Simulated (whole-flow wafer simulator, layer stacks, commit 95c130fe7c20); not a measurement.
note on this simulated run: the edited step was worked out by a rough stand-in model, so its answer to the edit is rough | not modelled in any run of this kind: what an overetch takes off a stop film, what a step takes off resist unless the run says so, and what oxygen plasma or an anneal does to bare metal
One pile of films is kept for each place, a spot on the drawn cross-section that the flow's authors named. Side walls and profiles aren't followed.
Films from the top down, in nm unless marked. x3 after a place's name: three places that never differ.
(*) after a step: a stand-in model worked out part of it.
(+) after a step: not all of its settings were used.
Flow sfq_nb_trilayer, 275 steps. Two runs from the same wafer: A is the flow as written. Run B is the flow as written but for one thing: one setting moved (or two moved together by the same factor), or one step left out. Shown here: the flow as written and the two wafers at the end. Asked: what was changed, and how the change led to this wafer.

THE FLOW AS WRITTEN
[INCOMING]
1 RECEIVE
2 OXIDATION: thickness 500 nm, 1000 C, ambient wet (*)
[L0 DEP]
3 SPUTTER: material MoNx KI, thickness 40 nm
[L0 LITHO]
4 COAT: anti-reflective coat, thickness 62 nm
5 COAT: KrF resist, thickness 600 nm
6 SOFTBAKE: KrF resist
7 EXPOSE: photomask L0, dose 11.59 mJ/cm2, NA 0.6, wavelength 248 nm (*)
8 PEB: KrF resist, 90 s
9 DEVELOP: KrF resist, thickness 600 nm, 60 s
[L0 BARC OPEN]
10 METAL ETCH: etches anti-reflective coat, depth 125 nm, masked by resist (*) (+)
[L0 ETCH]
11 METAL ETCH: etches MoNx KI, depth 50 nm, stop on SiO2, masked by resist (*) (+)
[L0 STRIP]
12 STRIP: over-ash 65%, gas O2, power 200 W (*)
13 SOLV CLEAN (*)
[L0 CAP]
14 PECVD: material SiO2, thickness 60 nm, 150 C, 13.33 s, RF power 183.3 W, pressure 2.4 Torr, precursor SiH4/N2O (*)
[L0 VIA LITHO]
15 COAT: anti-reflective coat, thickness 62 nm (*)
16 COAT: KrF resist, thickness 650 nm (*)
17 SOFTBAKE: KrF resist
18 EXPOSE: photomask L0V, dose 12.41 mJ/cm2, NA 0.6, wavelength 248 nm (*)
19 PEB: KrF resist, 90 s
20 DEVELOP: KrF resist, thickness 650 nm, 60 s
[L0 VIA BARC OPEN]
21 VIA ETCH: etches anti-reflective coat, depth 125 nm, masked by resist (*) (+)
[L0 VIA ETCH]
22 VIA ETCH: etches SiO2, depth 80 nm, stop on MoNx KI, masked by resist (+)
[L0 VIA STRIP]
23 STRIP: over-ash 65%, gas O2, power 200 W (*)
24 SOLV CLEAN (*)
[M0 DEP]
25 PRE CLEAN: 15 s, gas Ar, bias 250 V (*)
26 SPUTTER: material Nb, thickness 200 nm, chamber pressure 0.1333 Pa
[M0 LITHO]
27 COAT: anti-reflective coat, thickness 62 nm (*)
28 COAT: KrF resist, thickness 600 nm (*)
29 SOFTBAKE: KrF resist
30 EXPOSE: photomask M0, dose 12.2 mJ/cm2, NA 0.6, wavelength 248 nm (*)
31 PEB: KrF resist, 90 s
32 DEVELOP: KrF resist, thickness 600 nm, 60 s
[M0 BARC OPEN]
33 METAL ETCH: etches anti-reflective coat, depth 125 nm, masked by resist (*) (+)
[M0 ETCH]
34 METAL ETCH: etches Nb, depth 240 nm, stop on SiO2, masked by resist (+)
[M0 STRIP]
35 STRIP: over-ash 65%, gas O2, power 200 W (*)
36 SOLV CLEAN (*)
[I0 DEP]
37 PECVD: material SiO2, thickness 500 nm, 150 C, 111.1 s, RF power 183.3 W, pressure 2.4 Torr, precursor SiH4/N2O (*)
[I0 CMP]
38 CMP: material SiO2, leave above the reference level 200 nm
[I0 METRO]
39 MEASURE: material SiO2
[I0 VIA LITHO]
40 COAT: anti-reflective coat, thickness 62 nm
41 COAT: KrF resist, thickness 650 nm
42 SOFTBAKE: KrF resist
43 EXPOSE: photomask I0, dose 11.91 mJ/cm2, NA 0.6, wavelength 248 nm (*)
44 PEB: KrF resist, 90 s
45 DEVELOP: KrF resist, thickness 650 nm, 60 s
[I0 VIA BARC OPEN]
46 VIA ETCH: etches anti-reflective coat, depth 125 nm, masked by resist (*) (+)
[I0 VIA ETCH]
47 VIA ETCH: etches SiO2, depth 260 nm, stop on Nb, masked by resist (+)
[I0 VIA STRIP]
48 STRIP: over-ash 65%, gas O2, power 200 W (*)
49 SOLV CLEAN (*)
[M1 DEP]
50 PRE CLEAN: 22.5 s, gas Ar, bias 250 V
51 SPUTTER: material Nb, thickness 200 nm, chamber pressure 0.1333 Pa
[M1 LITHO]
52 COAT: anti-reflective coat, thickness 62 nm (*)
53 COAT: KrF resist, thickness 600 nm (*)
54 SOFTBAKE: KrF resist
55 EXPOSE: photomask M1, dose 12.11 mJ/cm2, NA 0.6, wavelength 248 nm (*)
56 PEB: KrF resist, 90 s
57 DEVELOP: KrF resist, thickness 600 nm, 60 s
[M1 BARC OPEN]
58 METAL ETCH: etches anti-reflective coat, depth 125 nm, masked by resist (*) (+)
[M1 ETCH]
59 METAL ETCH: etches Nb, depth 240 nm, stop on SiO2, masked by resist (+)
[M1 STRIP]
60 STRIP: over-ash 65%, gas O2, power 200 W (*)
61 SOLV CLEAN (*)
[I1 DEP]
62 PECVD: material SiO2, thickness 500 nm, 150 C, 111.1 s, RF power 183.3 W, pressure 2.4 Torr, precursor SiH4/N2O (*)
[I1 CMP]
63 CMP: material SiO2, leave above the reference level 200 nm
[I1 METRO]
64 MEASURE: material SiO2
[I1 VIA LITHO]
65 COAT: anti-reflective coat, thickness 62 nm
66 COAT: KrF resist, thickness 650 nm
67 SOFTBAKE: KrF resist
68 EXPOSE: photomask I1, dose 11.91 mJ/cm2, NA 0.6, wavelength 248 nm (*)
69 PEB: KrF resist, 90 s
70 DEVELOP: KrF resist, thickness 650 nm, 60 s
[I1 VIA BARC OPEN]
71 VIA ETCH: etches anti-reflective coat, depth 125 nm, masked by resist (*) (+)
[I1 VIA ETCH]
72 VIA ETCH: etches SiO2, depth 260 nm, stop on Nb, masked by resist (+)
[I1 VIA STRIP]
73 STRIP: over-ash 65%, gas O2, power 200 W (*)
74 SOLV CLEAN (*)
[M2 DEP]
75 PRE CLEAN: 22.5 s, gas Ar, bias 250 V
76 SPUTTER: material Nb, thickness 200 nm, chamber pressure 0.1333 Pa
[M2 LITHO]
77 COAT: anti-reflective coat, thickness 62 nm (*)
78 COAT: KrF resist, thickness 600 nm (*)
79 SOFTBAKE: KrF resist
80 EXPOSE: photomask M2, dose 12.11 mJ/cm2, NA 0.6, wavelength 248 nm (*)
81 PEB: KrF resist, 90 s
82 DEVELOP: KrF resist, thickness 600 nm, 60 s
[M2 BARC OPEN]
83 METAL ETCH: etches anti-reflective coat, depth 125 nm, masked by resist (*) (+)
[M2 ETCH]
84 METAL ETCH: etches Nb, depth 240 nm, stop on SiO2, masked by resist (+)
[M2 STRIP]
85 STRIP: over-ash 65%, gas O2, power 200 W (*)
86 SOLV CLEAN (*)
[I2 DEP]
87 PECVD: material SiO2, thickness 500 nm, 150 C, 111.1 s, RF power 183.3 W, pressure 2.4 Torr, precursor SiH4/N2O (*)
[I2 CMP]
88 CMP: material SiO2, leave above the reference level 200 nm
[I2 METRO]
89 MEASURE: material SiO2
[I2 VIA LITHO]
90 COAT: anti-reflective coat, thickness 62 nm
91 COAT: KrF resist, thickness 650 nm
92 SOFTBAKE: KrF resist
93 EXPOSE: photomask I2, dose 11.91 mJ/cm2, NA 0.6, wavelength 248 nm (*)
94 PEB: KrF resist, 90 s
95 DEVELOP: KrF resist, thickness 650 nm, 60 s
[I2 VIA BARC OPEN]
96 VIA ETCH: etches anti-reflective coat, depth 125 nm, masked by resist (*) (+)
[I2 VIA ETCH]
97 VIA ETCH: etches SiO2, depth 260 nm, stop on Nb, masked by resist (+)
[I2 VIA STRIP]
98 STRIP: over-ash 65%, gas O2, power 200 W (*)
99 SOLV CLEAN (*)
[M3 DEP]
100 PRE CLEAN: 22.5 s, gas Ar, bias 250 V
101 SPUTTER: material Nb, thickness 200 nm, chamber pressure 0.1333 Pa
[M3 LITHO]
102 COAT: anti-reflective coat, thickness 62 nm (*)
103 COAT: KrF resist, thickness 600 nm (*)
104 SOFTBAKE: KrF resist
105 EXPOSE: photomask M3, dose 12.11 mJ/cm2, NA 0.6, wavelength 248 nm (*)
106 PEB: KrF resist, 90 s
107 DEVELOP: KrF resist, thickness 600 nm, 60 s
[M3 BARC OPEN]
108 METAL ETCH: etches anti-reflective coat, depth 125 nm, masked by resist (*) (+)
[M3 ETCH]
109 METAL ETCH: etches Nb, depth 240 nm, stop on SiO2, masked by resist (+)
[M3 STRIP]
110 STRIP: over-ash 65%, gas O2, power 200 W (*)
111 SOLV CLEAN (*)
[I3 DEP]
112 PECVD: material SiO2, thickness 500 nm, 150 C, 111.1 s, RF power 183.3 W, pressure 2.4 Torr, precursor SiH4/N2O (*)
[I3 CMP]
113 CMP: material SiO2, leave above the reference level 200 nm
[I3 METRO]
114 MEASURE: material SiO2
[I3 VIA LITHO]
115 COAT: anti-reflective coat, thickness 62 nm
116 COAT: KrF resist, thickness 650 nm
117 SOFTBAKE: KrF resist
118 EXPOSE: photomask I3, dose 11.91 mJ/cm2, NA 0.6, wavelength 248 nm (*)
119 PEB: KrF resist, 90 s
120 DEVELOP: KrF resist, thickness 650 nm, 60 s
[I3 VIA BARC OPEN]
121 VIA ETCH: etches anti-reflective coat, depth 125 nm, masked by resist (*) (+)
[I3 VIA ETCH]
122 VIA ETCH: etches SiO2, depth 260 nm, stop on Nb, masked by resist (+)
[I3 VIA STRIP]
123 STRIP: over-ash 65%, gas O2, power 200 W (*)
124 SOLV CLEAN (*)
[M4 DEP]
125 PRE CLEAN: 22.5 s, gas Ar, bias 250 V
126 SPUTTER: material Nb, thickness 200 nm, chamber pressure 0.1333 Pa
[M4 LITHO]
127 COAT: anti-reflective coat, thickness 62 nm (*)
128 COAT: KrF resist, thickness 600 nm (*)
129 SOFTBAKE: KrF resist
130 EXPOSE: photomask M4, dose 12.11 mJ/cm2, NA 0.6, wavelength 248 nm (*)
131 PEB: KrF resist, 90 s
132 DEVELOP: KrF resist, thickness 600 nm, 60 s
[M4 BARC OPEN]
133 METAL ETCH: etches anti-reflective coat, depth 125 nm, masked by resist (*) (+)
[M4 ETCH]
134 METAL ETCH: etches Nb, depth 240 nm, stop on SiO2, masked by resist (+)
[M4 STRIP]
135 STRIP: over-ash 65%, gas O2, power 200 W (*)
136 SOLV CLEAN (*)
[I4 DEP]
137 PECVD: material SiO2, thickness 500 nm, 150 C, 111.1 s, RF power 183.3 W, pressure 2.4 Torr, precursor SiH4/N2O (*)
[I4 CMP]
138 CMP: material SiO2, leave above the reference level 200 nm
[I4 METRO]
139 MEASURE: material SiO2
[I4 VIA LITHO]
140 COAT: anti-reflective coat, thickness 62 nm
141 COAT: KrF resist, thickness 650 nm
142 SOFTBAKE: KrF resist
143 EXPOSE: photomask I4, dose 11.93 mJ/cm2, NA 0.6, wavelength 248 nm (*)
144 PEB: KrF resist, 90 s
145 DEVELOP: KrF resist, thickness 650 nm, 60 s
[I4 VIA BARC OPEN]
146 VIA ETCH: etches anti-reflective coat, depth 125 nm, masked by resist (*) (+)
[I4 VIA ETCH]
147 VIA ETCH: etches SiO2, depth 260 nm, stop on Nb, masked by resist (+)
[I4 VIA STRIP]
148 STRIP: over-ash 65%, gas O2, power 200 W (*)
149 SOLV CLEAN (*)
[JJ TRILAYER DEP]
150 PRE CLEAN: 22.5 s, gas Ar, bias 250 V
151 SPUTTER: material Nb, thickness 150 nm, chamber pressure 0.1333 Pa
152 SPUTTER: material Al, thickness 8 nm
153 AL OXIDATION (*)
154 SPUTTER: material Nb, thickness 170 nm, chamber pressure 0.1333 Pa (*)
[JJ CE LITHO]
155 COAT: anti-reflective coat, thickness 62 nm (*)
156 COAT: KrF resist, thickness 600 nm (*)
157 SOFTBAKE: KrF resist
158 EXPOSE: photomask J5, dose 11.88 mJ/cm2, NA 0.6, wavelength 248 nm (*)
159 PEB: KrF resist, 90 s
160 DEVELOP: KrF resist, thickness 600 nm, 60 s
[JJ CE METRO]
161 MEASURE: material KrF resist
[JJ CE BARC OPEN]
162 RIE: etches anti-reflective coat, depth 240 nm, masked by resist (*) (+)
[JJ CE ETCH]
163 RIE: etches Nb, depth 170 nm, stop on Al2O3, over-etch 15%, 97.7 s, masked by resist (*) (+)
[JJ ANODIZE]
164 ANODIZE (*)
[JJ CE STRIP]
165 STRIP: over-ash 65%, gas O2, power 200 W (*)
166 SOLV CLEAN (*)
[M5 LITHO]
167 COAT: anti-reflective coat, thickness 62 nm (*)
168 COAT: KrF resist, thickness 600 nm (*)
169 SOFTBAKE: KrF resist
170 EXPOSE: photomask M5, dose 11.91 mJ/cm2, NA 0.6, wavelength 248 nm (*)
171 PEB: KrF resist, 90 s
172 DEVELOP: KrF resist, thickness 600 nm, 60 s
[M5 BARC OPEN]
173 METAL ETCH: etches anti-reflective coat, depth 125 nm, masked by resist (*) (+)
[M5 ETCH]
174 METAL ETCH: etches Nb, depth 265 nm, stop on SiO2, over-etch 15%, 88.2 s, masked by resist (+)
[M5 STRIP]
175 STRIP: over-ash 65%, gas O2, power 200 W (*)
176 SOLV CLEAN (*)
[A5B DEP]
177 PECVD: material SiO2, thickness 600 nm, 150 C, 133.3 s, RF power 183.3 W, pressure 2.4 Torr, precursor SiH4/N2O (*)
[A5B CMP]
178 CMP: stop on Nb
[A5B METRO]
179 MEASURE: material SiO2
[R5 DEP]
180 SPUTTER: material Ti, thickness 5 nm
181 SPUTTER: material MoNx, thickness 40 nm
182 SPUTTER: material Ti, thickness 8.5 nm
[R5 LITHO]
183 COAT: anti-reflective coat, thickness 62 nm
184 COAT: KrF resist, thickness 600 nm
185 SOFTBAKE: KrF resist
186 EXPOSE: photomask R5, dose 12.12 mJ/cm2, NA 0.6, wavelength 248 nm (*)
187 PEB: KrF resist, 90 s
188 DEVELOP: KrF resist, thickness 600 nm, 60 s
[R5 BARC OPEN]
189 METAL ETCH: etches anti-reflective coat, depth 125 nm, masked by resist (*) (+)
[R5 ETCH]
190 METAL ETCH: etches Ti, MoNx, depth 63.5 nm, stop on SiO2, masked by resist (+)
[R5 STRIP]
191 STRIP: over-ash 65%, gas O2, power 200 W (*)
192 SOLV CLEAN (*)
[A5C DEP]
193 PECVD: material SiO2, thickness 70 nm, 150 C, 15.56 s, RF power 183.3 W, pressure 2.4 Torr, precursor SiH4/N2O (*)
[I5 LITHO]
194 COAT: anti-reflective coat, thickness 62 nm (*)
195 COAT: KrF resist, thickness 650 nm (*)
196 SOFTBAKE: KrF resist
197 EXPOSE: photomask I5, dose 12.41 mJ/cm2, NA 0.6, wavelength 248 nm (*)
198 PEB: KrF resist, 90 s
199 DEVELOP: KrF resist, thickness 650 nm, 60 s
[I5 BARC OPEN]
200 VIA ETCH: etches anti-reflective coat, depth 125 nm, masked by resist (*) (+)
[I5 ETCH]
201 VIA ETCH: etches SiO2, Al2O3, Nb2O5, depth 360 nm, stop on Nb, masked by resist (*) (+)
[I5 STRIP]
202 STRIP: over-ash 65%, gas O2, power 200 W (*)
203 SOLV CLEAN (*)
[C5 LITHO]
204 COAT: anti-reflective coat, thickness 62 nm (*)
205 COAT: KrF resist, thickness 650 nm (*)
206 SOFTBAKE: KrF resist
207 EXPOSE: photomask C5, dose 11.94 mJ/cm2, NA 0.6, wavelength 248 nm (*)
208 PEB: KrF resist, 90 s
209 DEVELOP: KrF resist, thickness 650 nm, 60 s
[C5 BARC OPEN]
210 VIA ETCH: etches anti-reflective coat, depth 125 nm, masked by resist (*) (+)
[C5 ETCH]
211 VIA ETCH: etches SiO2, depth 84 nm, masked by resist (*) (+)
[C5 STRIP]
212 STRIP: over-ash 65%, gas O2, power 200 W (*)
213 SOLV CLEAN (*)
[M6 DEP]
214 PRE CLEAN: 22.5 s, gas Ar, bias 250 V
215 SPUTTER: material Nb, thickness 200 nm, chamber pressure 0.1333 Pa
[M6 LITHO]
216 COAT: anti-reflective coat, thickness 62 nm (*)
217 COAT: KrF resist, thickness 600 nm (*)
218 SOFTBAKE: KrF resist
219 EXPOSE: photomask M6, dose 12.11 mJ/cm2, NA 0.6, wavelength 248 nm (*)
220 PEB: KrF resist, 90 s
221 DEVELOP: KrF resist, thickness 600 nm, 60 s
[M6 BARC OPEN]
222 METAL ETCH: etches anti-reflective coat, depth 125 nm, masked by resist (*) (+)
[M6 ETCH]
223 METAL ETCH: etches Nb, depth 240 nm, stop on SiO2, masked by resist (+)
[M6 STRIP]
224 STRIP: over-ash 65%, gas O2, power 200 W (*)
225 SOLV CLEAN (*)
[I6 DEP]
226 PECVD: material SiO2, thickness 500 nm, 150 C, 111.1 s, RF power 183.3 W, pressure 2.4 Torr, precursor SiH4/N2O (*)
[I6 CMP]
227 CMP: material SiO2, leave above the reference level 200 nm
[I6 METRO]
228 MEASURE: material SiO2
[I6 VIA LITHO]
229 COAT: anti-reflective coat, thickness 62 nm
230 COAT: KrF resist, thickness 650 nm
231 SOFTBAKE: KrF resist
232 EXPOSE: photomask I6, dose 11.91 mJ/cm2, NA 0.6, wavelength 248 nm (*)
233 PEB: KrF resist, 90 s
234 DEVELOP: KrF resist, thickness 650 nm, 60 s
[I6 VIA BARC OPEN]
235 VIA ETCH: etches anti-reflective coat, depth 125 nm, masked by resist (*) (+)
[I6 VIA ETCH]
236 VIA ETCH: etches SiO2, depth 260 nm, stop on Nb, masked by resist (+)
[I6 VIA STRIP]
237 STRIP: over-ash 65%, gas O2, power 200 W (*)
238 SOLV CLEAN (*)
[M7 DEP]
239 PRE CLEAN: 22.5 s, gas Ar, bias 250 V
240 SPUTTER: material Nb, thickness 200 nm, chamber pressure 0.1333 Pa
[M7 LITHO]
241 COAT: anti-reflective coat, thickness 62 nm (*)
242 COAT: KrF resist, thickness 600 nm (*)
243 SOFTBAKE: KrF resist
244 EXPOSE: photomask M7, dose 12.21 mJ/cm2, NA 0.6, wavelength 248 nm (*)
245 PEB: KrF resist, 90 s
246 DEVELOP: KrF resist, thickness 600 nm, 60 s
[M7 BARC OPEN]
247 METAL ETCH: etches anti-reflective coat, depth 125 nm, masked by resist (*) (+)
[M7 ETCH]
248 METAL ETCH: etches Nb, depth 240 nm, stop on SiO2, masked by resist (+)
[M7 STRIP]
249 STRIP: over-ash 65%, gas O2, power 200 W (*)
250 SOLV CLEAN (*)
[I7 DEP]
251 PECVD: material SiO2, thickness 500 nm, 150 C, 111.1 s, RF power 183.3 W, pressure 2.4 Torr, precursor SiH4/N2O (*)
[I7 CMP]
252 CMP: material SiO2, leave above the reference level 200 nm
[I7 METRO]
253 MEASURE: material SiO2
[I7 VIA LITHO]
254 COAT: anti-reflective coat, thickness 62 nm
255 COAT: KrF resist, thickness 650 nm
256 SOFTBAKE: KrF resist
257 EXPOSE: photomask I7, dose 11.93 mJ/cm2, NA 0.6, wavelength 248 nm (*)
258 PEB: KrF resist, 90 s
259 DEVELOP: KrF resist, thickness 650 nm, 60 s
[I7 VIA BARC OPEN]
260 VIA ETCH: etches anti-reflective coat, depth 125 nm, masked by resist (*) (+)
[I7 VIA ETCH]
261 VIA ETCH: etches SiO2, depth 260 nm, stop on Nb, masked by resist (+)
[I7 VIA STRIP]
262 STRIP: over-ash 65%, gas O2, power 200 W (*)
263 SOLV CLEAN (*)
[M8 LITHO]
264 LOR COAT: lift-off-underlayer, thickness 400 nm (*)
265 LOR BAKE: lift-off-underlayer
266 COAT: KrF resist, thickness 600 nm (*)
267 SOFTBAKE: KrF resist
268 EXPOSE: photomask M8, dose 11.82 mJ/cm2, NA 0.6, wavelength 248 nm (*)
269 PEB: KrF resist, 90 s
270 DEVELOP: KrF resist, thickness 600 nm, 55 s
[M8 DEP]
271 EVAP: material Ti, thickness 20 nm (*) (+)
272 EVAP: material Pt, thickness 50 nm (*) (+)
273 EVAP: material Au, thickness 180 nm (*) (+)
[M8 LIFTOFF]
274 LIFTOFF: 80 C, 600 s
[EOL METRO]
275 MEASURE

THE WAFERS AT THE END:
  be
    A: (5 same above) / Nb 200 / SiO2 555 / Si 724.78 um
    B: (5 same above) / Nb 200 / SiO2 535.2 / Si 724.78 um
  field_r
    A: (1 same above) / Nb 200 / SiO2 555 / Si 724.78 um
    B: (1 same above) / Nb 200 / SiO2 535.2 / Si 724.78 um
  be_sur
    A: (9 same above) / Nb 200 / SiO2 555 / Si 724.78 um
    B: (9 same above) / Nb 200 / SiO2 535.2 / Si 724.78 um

The cause: step 14, PECVD: thickness 40.2 nm was run, where the flow has thickness 60 nm; step 14, PECVD: 8.933 s was run, where the flow has 13.33 s.

How the change led to this, step by step:
  14 PECVD: material SiO2, thickness 60 nm, 150 C, 13.33 s, RF power 183.3 W, pressure 2.4 Torr, precursor SiH4/N2O (*)
      v_sur, via_wl, via_w and 97 more: A SiO2 +60 | B SiO2 +40.2
      field_l, l0_sur, l0v, l0r_line_l, l0r_line_c, l0r_line_r: A SiO2 +60 (new film) | B SiO2 +40.2 (new film)
  22 VIA ETCH: etches SiO2, depth 80 nm, stop on MoNx KI, masked by resist (+)
      field_l, v_sur, via_wl and 102 more: A KrF resist -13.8 | B KrF resist -10.4
      l0v: A SiO2 -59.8 (all of it) | B SiO2 -40 (all of it)
  26 SPUTTER: material Nb, thickness 200 nm, chamber pressure 0.1333 Pa
      l0v: A Nb +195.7 (new film) | B Nb +200 (new film)
  27 COAT: anti-reflective coat, thickness 62 nm (*)
      l0_sur: A anti-reflective coat +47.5 (new film) | B anti-reflective coat +49.6 (new film)
      l0v: A anti-reflective coat +78 (new film) | B anti-reflective coat +71.6 (new film)
  28 COAT: KrF resist, thickness 600 nm (*)
      l0v: A KrF resist +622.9 (new film) | B KrF resist +610.1 (new film)
  35 STRIP: over-ash 65%, gas O2, power 200 W (*)
      l0_sur: A KrF resist -372 (all of it), anti-reflective coat -47.5 (all of it) | B KrF resist -373.3 (all of it), anti-reflective coat -49.6 (all of it)
      l0v: A KrF resist -405.3 (all of it), anti-reflective coat -78 (all of it) | B KrF resist -392.4 (all of it), anti-reflective coat -71.6 (all of it)
  38 CMP: material SiO2, leave above the reference level 200 nm
      l0v: A SiO2 -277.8 | B SiO2 -301.9
